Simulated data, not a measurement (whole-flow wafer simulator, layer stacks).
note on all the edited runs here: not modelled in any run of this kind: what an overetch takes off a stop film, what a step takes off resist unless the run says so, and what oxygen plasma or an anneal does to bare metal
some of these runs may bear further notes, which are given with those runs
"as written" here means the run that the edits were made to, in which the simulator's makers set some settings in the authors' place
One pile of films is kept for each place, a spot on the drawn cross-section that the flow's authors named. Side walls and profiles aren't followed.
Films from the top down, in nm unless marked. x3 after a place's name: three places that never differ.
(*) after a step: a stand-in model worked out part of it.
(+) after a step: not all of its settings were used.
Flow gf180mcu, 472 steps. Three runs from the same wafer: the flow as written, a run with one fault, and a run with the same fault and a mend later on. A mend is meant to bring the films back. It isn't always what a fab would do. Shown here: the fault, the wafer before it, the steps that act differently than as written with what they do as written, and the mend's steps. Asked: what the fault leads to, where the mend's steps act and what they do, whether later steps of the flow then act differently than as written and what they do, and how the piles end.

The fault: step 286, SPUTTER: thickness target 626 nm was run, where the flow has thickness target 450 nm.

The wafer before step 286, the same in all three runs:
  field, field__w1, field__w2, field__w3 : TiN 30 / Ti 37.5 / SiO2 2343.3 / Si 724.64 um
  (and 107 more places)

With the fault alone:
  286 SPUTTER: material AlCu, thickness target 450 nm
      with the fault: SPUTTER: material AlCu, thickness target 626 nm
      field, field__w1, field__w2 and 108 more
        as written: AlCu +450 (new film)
        with the fault: AlCu +626 (new film)
  Later steps of the flow that act differently than as written:
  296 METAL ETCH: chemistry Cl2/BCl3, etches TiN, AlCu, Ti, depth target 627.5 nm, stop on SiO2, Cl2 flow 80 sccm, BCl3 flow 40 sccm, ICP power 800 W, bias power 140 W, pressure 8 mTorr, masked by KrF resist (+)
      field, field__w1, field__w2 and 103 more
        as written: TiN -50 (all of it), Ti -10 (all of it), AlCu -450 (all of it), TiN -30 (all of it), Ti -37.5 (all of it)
        with the fault: TiN -50 (all of it), Ti -10 (all of it), AlCu -567.5
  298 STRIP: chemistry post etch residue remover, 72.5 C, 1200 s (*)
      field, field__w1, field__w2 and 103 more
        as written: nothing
        with the fault: AlCu -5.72
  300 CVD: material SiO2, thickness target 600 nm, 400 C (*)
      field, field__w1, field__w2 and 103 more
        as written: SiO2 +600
        with the fault: SiO2 +600 (new film)
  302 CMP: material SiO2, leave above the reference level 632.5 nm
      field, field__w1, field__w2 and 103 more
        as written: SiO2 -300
        with the fault: SiO2 -244.3
  At the end the piles differ from the flow's by more than 2% or 0.5 nm, whichever is larger, at field, field__w1, field__w2 and 109 more.
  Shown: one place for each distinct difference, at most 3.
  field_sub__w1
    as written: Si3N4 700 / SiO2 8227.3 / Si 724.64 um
    with the fault: Si3N4 700 / SiO2 5939.7 / AlCu 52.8 / TiN 30 / Ti 37.5 / SiO2 2343.2 / Si 724.64 um
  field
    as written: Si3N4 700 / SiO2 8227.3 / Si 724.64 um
    with the fault: Si3N4 700 / SiO2 5939.7 / AlCu 52.8 / TiN 30 / Ti 37.5 / SiO2 2343.3 / Si 724.64 um
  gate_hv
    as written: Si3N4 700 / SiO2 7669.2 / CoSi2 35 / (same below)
    with the fault: Si3N4 700 / SiO2 5939.7 / AlCu 52.8 / TiN 30 / Ti 37.5 / SiO2 1785.1 / CoSi2 35 / (same below)

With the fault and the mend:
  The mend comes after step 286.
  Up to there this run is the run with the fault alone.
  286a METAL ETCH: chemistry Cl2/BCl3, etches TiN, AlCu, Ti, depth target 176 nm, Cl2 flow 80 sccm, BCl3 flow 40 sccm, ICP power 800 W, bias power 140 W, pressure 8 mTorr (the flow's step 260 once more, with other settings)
      field, field__w1, field__w2 and 108 more
        AlCu -176
  No later step of the flow acts differently than as written at any place that is followed.
  At the end the piles are the same as the flow's at every place that both follow.
